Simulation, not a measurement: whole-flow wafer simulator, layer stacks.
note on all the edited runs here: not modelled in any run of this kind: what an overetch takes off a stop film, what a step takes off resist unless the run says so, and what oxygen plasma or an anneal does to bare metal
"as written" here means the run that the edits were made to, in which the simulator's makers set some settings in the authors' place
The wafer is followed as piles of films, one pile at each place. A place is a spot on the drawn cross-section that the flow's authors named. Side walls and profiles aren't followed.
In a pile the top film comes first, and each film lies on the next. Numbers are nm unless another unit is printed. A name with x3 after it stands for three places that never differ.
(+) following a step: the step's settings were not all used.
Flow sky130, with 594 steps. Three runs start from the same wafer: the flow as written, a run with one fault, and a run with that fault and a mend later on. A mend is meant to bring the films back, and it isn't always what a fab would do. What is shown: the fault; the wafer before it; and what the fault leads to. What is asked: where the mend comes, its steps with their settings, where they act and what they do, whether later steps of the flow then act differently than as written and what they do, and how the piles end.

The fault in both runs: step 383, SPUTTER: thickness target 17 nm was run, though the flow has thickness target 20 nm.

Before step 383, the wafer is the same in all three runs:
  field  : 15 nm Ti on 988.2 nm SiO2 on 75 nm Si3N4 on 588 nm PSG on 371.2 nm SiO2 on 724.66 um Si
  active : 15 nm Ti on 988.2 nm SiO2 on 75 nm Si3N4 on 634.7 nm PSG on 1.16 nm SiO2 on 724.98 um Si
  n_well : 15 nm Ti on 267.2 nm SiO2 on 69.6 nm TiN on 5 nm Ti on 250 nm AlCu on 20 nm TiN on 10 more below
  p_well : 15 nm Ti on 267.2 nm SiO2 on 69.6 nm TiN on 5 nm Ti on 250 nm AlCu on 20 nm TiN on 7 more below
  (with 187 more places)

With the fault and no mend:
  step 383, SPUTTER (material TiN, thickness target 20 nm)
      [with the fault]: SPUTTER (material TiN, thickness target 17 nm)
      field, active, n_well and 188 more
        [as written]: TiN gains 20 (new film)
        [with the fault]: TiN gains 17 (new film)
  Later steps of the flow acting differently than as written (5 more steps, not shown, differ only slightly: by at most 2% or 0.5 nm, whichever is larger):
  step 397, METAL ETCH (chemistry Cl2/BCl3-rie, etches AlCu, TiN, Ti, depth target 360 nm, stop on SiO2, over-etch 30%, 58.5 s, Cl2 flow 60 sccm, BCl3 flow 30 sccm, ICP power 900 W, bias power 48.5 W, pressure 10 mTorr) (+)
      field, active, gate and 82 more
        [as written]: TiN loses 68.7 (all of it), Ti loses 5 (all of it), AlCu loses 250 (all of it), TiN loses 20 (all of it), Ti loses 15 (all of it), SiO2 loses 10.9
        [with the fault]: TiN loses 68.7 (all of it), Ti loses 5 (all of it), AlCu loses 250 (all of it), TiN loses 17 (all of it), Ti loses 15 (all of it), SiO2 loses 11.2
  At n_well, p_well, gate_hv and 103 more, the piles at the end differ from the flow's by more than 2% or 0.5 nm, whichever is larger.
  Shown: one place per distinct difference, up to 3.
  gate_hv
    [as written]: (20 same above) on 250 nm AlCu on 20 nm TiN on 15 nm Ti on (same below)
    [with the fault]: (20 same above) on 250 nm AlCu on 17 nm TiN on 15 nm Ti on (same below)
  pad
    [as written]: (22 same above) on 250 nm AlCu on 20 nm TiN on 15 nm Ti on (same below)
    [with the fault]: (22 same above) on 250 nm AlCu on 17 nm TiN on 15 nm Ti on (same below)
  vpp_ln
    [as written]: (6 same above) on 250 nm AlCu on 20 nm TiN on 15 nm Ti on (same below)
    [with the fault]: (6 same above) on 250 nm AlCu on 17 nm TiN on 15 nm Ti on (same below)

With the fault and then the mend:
  After step 383 comes the mend.
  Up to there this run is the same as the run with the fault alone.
  step 383a, SPUTTER (material TiN, thickness target 3 nm) (the flow's step 383, run once more with other settings)
      field, active, n_well and 188 more
        TiN gains 3
  Every later step of the flow that is run acts as written at every place that is followed.
  At every place that both follow, the piles at the end match the flow's.
